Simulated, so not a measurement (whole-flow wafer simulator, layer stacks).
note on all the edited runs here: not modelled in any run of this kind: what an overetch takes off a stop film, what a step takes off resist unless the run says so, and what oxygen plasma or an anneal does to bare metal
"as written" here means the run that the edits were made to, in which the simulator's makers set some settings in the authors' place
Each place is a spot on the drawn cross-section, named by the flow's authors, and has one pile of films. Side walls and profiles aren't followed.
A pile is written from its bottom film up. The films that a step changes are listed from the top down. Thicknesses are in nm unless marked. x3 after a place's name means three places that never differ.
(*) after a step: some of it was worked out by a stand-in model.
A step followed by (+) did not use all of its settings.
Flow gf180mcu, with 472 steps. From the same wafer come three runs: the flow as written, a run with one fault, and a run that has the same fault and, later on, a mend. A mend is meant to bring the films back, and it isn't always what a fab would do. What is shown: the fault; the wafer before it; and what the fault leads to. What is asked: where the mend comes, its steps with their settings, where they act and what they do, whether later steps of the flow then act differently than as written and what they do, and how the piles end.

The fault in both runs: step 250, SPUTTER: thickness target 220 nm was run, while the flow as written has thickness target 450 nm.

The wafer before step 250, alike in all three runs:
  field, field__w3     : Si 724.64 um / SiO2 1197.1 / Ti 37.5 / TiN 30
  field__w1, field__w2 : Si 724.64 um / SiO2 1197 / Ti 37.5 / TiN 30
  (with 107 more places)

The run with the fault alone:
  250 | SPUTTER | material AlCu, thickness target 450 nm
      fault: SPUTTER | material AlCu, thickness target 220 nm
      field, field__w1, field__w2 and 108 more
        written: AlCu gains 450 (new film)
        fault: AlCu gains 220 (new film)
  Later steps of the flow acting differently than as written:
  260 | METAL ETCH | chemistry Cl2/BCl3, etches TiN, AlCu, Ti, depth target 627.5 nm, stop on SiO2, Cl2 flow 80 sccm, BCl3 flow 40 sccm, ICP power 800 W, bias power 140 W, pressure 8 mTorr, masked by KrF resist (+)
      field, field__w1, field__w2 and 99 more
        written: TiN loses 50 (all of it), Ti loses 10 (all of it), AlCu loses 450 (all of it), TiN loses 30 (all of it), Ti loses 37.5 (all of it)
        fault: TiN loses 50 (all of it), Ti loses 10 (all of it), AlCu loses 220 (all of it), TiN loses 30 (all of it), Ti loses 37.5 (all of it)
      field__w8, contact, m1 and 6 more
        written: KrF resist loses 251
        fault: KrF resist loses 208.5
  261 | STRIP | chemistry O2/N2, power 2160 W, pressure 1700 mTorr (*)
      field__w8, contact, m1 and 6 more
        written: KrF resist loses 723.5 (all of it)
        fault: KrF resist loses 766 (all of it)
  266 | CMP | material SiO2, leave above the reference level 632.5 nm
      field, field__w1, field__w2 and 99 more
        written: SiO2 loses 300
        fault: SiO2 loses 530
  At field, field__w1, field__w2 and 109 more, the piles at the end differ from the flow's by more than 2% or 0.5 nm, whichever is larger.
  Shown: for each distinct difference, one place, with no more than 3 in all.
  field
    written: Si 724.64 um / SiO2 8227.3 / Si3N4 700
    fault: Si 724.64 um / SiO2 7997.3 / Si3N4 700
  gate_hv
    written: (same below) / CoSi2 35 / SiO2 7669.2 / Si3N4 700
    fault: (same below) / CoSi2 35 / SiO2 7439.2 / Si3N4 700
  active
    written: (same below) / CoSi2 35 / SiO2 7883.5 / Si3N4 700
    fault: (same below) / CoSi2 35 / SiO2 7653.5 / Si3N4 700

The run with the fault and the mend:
  The mend stands after step 250.
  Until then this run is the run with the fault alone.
  250a | SPUTTER | material AlCu, thickness target 230 nm (the flow's step 250, run once more with other settings)
      field, field__w1, field__w2 and 108 more
        AlCu gains 230
  Every later step of the flow that is run acts as written at every place that is followed.
  By the end, the piles equal the flow's at every place that both follow.
